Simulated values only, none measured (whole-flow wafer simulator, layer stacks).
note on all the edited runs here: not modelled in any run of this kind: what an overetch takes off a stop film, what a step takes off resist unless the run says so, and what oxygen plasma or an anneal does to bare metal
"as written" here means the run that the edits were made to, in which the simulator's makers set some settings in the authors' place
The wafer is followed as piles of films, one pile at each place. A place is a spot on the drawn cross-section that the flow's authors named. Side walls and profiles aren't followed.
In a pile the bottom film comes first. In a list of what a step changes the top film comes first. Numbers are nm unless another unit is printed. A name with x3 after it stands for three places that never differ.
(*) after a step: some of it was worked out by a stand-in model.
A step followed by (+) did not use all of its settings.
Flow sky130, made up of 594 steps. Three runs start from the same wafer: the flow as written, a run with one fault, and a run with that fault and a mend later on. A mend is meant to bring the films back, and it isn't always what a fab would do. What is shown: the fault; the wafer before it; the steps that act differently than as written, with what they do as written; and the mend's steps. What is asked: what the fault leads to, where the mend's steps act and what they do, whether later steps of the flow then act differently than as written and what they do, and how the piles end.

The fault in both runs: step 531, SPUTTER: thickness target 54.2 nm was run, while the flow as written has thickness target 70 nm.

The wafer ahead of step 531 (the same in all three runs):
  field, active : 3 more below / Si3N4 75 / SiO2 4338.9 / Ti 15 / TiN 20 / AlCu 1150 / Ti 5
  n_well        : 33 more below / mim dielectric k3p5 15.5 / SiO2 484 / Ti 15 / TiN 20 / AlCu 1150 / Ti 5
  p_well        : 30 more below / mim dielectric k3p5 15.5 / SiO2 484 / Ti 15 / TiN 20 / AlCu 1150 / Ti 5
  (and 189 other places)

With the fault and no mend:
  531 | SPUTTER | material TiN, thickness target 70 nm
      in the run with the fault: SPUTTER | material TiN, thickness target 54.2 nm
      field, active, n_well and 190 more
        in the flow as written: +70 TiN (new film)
        in the run with the fault: +54.2 TiN (new film)
  Later steps of the flow acting differently than as written (not shown: 18 more steps that differ only slightly, by at most 2% or 0.5 nm, whichever is larger):
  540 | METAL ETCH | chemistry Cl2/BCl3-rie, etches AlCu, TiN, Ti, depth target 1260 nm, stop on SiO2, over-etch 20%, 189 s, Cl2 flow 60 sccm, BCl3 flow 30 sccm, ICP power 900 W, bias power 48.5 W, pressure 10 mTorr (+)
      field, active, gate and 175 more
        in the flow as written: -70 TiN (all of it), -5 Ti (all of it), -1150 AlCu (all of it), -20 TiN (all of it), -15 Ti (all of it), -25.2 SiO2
        in the run with the fault: -54.2 TiN (all of it), -5 Ti (all of it), -1150 AlCu (all of it), -20 TiN (all of it), -15 Ti (all of it), -26.8 SiO2
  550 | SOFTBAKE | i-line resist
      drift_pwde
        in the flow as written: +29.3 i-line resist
        in the run with the fault: +28.7 i-line resist
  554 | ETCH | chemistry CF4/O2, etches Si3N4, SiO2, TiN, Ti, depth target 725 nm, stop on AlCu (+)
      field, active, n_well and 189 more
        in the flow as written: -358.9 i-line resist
        in the run with the fault: -343.1 i-line resist
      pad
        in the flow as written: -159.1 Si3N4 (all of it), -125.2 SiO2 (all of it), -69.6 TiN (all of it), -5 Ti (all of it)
        in the run with the fault: -159.1 Si3N4 (all of it), -125.2 SiO2 (all of it), -53.8 TiN (all of it), -5 Ti (all of it)
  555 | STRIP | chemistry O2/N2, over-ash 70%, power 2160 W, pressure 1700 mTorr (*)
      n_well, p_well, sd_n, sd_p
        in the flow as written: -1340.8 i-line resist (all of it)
        in the run with the fault: -1370.5 i-line resist (all of it)
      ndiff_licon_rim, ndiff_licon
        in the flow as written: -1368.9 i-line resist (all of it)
        in the run with the fault: -1398.2 i-line resist (all of it)
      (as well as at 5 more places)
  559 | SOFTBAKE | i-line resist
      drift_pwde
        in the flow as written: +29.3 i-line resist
        in the run with the fault: +28.7 i-line resist
  By the end, the piles at n_well, p_well, sd_n and 11 more depart from the flow's by more than 2% or 0.5 nm, whichever is larger.
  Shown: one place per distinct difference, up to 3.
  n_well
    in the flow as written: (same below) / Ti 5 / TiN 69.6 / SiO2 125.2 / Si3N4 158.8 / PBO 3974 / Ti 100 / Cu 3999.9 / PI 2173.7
    in the run with the fault: (same below) / Ti 5 / TiN 53.8 / SiO2 125.2 / Si3N4 158.8 / PBO 3985.4 / Ti 100 / Cu 3999.9 / PI 2175.5
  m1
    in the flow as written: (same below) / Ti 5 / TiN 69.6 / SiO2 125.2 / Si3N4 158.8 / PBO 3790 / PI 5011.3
    in the run with the fault: (same below) / Ti 5 / TiN 53.8 / SiO2 125.2 / Si3N4 158.8 / PBO 3803.1 / PI 5012.1
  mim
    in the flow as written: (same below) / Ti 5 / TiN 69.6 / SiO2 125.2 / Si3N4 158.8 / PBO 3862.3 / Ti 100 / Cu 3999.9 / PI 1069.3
    in the run with the fault: (same below) / Ti 5 / TiN 53.8 / SiO2 125.2 / Si3N4 158.8 / PBO 3874.5 / Ti 100 / Cu 3999.9 / PI 1070.7

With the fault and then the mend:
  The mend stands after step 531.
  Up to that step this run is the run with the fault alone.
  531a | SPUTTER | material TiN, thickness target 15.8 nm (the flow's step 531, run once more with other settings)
      field, active, n_well and 190 more
        +15.8 TiN
  Later steps of the flow that are run all act as written at every place that is followed.
  By the end, the piles equal the flow's at every place that both follow.
